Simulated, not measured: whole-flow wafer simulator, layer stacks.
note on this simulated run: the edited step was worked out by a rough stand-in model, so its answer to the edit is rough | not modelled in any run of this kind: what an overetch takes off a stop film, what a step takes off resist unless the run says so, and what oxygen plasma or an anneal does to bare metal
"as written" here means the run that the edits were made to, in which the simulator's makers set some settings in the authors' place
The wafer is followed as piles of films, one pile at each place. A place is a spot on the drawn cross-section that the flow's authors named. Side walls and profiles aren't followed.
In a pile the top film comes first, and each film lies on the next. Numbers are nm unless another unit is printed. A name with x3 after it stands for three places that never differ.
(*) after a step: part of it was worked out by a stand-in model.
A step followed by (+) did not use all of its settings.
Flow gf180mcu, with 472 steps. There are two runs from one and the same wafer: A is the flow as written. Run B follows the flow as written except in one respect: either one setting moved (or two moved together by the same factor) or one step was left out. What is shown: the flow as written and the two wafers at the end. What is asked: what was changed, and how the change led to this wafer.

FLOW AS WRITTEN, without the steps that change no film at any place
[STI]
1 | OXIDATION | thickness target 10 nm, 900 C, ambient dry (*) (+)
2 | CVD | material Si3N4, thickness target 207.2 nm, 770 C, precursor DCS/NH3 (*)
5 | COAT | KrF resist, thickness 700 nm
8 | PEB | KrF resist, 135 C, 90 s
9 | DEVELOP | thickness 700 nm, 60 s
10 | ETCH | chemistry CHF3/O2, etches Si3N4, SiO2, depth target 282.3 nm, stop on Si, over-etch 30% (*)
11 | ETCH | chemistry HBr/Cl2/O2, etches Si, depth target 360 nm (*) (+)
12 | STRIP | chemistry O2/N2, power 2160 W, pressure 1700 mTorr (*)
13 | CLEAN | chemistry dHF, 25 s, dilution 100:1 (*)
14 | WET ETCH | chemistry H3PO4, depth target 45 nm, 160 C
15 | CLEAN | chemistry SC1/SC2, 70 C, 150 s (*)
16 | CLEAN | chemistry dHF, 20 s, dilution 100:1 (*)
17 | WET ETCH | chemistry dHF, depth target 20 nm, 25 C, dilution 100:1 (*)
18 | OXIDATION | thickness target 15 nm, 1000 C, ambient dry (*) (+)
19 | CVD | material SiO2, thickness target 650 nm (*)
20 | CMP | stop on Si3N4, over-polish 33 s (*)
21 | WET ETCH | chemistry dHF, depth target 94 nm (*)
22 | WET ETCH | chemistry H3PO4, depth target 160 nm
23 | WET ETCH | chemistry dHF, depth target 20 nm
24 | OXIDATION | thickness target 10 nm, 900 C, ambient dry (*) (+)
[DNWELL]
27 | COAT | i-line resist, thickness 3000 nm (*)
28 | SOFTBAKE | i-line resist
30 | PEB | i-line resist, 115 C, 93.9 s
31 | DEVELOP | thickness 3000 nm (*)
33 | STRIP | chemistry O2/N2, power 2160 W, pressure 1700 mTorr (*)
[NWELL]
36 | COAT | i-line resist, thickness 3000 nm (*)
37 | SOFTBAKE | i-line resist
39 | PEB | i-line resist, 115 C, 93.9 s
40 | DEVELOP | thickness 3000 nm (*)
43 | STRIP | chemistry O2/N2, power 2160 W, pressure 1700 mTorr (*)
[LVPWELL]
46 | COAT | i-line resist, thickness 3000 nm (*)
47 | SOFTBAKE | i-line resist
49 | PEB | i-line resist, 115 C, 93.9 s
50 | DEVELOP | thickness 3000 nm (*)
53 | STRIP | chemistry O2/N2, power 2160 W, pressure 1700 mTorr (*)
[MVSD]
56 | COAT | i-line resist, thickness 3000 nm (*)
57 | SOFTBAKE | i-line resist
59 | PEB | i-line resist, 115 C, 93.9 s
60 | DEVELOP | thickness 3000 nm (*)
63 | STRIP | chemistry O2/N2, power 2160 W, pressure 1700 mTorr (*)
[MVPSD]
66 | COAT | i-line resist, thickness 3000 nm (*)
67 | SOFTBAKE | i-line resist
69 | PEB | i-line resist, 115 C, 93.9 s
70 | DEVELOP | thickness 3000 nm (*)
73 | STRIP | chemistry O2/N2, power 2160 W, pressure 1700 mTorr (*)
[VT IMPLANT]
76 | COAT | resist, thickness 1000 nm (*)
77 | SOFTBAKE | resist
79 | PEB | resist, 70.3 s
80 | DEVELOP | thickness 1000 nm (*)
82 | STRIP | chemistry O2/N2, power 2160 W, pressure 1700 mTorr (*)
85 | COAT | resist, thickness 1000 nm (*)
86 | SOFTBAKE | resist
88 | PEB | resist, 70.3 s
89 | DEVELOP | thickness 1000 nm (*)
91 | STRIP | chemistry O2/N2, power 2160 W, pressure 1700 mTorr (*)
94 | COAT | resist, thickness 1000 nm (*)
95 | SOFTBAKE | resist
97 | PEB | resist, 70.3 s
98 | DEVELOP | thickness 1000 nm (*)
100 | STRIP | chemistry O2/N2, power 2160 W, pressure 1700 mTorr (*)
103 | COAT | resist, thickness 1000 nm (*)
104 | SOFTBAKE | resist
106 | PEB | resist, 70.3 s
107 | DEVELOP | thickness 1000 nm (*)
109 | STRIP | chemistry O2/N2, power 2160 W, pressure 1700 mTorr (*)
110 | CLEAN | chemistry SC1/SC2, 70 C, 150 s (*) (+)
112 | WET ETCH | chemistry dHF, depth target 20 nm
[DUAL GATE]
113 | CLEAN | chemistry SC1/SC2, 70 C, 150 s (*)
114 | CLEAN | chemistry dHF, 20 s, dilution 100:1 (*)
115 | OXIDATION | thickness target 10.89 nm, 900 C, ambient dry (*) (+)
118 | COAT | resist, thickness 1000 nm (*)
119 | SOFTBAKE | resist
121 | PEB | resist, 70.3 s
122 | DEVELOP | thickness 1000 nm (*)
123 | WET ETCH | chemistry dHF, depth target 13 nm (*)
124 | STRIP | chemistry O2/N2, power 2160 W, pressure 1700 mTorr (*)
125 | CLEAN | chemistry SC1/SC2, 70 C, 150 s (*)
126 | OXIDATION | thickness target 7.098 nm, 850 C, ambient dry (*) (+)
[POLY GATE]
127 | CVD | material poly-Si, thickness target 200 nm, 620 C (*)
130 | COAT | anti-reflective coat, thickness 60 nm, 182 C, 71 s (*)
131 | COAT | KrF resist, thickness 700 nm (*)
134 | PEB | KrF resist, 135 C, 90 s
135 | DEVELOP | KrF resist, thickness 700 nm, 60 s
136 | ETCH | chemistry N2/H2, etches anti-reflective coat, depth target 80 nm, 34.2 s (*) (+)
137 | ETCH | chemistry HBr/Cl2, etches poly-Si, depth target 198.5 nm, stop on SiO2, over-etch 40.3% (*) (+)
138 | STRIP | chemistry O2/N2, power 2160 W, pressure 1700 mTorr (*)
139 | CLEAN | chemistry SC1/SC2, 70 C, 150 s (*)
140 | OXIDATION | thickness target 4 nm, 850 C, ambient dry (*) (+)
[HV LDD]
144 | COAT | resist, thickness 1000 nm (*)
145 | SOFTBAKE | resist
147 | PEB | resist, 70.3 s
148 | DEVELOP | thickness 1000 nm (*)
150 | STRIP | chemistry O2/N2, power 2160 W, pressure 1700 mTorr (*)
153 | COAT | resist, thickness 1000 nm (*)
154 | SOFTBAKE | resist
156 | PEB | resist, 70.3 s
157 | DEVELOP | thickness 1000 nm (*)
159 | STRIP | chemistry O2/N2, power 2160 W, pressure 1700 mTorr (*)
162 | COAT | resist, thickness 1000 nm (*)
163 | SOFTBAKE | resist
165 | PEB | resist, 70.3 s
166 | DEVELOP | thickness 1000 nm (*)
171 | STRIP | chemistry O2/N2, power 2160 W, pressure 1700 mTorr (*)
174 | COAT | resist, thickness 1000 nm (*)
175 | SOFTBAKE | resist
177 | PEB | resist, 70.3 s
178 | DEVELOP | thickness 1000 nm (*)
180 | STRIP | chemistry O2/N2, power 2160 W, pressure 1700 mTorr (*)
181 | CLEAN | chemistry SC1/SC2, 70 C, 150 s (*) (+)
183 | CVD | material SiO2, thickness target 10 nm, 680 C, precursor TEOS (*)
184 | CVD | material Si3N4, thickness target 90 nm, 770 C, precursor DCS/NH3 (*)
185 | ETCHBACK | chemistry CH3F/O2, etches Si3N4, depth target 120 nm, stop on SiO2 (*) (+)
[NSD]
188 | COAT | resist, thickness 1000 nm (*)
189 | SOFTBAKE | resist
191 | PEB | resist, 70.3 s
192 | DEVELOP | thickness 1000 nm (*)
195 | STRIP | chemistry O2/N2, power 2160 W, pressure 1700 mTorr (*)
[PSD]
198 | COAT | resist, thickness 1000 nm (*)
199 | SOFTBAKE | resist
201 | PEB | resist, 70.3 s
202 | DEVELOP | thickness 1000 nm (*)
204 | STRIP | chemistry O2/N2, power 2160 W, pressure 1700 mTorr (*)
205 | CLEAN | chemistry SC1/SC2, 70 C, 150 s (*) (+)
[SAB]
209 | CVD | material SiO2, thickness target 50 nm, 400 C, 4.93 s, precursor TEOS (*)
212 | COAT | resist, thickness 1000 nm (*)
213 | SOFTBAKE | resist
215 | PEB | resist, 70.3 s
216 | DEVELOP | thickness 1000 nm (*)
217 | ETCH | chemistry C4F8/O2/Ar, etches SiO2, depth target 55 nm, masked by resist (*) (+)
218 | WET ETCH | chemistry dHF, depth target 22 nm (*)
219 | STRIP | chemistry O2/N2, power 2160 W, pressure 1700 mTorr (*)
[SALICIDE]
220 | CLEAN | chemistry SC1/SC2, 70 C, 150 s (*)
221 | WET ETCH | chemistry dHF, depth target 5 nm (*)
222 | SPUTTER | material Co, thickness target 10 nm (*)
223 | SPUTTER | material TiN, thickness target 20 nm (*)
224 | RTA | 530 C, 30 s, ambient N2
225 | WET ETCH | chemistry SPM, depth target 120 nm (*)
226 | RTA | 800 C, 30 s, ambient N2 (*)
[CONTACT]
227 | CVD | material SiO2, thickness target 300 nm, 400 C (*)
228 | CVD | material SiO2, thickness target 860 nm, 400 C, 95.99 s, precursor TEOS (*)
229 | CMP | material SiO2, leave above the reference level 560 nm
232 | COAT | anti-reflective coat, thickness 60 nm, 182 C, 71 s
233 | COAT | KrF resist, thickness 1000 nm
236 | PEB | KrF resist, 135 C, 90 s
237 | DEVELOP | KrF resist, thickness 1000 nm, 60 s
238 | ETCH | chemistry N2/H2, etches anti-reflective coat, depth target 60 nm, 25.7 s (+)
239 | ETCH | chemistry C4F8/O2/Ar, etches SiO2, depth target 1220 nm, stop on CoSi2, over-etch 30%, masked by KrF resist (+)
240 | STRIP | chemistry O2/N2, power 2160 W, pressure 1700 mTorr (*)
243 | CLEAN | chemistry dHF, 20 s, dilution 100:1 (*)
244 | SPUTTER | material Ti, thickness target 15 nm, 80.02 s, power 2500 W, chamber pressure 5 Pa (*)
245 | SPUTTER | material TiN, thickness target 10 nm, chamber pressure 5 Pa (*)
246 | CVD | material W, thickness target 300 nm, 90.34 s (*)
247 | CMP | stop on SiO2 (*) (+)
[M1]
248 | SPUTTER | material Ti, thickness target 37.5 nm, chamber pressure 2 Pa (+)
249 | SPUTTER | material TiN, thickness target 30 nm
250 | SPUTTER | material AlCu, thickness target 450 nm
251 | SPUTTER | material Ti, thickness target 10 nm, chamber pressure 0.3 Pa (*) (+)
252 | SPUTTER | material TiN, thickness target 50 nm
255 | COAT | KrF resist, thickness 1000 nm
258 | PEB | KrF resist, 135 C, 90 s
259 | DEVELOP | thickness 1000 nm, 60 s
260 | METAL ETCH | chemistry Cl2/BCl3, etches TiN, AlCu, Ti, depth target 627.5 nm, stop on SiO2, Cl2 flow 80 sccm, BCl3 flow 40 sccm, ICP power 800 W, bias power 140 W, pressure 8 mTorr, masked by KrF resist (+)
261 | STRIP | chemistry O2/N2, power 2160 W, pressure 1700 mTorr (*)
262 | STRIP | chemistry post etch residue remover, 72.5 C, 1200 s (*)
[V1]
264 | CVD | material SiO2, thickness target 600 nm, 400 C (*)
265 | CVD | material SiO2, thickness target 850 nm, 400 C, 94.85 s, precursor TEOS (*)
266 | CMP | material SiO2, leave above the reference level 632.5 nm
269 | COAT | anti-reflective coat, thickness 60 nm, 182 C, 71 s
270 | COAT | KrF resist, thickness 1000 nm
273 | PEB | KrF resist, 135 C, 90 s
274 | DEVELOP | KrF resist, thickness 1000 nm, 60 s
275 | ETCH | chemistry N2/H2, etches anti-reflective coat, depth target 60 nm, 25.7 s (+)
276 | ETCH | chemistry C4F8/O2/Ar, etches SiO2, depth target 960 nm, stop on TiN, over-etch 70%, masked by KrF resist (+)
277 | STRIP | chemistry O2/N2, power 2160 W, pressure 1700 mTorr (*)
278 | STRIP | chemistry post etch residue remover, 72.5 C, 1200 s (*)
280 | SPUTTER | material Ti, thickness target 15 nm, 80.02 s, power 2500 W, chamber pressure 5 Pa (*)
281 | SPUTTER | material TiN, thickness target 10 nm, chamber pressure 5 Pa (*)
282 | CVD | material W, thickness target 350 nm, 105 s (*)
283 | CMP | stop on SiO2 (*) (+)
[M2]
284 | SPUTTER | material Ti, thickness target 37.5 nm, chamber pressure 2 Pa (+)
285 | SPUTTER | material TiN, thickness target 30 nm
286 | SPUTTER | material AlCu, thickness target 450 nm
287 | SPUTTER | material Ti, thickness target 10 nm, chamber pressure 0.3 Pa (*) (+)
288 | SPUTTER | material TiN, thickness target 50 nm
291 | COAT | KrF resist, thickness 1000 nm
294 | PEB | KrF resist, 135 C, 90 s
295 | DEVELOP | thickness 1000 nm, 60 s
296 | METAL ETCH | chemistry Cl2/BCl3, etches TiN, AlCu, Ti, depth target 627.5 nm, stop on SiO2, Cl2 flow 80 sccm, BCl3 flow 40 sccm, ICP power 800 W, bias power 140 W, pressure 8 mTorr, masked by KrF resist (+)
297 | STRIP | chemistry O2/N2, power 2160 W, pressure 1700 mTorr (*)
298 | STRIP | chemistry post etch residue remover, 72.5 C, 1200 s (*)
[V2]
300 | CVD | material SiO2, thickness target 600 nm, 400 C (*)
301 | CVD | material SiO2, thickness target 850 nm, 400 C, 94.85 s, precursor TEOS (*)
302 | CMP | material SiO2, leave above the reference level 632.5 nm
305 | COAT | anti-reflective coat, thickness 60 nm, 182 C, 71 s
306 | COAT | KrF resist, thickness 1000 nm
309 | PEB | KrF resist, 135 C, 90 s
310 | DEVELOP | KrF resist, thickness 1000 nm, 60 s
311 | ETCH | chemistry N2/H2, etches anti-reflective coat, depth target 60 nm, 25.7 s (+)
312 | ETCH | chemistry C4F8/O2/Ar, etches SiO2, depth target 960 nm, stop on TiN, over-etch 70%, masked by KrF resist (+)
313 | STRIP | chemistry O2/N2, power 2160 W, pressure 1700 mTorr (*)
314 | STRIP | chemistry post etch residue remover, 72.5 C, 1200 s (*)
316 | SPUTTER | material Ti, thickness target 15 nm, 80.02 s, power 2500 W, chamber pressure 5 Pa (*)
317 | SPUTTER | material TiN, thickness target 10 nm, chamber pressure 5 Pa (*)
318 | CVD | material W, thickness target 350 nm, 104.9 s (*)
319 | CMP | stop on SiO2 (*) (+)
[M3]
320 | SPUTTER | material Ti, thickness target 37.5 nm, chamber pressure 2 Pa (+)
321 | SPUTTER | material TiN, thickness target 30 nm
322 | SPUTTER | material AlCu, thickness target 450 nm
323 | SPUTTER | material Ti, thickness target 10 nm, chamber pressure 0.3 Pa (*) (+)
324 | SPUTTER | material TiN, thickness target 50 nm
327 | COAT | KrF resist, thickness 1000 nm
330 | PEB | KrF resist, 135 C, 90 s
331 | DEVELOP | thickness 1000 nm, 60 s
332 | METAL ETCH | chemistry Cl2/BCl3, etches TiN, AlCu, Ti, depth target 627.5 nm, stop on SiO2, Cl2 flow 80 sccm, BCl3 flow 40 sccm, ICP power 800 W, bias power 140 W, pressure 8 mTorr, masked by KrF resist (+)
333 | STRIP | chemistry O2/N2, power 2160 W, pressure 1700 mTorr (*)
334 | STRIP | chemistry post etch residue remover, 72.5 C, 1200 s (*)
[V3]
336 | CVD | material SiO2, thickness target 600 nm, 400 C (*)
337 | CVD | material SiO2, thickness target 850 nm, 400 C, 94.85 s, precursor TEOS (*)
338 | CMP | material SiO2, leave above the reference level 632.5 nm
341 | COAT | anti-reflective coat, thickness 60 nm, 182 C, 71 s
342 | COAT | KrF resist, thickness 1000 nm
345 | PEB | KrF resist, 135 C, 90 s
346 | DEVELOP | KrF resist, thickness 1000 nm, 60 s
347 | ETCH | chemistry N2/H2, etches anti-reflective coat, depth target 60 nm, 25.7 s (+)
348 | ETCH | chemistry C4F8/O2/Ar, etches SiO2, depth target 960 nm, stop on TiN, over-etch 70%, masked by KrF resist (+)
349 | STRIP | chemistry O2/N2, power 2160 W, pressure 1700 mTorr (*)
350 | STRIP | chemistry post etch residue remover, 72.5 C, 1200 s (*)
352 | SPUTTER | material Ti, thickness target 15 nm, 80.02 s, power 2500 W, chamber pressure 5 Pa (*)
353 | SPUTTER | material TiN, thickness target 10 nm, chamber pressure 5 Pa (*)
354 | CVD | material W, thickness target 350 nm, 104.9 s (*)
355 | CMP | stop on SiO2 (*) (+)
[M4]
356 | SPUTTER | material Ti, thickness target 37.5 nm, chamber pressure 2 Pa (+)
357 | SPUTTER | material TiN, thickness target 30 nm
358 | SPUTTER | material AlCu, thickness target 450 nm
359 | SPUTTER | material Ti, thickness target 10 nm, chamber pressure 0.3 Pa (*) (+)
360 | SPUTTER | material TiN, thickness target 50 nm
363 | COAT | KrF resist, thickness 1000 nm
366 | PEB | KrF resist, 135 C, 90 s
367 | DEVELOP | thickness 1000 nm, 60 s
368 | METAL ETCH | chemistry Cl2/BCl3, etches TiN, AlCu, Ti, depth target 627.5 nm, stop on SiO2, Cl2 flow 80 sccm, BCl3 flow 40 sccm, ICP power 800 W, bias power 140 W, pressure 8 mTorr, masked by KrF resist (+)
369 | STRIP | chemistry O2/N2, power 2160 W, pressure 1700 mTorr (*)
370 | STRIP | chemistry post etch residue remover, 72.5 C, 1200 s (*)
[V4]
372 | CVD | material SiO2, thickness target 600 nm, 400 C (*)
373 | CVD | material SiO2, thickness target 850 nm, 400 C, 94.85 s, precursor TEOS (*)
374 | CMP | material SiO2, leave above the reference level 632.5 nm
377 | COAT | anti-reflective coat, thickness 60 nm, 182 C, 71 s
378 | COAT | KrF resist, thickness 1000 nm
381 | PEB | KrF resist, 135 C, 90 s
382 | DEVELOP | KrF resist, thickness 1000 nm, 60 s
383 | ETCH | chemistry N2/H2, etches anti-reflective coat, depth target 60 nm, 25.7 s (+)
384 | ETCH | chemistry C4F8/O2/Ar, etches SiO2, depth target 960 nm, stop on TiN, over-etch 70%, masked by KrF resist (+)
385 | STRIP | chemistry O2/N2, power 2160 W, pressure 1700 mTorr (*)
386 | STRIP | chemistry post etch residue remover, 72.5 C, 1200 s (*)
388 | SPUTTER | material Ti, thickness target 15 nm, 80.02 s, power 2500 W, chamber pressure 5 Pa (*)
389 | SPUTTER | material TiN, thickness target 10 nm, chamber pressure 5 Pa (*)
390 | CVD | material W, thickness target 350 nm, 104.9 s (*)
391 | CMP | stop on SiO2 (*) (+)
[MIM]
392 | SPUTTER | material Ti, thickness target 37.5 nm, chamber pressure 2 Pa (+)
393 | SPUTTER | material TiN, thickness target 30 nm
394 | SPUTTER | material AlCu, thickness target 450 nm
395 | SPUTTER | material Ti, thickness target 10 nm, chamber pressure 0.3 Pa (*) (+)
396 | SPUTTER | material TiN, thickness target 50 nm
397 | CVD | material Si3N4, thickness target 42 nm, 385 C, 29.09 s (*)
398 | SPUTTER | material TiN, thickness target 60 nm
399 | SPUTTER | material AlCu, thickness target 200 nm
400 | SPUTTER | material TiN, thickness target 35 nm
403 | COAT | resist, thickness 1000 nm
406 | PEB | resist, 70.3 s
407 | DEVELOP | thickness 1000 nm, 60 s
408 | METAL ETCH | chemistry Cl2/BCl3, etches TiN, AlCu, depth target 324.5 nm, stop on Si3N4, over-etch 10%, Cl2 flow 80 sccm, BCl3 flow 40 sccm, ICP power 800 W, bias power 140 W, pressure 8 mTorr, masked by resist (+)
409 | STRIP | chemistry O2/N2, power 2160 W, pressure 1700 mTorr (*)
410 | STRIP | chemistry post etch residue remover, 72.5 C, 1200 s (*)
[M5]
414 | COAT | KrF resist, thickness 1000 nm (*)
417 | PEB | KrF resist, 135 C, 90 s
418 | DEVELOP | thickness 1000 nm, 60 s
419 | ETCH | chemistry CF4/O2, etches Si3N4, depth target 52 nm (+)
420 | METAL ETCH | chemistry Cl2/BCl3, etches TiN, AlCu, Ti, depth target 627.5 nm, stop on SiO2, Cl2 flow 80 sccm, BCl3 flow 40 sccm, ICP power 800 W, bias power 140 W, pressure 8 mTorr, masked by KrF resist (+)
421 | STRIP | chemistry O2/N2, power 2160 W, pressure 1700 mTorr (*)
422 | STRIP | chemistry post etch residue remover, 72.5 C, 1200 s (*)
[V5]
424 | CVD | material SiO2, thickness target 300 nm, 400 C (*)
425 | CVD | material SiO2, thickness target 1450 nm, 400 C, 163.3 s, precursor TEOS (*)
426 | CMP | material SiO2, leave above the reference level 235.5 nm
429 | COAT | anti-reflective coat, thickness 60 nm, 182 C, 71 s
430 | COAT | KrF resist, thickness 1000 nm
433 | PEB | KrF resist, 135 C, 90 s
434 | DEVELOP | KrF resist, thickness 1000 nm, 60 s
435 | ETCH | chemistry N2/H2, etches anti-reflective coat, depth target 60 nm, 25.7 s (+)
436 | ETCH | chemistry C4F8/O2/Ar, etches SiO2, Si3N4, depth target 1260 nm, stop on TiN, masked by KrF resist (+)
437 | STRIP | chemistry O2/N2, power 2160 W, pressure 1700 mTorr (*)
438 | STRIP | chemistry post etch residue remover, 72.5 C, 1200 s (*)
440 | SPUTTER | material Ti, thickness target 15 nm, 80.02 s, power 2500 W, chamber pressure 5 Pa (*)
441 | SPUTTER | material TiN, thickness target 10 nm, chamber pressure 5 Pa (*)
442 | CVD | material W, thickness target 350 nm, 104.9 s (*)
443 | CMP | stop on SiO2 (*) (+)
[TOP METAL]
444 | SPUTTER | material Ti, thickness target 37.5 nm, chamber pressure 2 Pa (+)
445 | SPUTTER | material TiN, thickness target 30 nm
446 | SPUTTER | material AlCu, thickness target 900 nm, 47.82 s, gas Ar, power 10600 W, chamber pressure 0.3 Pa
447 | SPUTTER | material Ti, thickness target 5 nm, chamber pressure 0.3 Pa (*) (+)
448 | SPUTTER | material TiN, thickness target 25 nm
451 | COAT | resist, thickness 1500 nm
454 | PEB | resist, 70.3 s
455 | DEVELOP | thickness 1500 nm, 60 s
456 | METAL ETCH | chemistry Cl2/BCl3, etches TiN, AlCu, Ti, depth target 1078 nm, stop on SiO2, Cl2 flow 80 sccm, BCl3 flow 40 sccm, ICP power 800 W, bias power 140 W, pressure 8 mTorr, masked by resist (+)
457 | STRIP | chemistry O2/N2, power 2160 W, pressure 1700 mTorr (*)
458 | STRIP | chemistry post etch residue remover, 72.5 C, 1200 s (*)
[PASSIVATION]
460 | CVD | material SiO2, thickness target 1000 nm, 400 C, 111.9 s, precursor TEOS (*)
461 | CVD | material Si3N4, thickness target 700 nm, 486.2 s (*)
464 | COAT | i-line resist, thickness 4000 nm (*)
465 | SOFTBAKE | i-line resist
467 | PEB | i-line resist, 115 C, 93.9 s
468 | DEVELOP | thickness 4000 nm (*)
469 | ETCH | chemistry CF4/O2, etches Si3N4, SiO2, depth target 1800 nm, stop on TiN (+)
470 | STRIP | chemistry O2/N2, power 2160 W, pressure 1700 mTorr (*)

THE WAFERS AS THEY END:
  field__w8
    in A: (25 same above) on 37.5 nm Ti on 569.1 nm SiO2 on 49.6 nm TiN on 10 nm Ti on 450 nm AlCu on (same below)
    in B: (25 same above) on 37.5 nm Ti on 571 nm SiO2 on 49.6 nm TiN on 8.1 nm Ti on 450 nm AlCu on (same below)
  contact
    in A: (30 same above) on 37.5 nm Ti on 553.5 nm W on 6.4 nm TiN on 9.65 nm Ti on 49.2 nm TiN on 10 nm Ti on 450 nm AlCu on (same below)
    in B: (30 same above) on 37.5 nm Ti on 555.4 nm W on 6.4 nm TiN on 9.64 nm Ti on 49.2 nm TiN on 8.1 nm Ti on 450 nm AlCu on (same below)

What caused this: step 287, SPUTTER: thickness target 8.1 nm was run, while the flow as written has thickness target 10 nm.
One can read it off the wafer: field__w8 has Ti 8.1, and step 287 as written asks for 10 nm.

How this came from the change, step by step:
  287 | SPUTTER | material Ti, thickness target 10 nm, chamber pressure 0.3 Pa (*) (+)
      field, field__w1, field__w2 and 108 more: A Ti gains 10 (new film) | B Ti gains 8.1 (new film)
  296 | METAL ETCH | chemistry Cl2/BCl3, etches TiN, AlCu, Ti, depth target 627.5 nm, stop on SiO2, Cl2 flow 80 sccm, BCl3 flow 40 sccm, ICP power 800 W, bias power 140 W, pressure 8 mTorr, masked by KrF resist (+)
      field, field__w1, field__w2 and 103 more: A TiN loses 50 (all of it), Ti loses 10 (all of it), AlCu loses 450 (all of it), TiN loses 30 (all of it), Ti loses 37.5 (all of it) | B TiN loses 50 (all of it), Ti loses 8.1 (all of it), AlCu loses 450 (all of it), TiN loses 30 (all of it), Ti loses 37.5 (all of it)
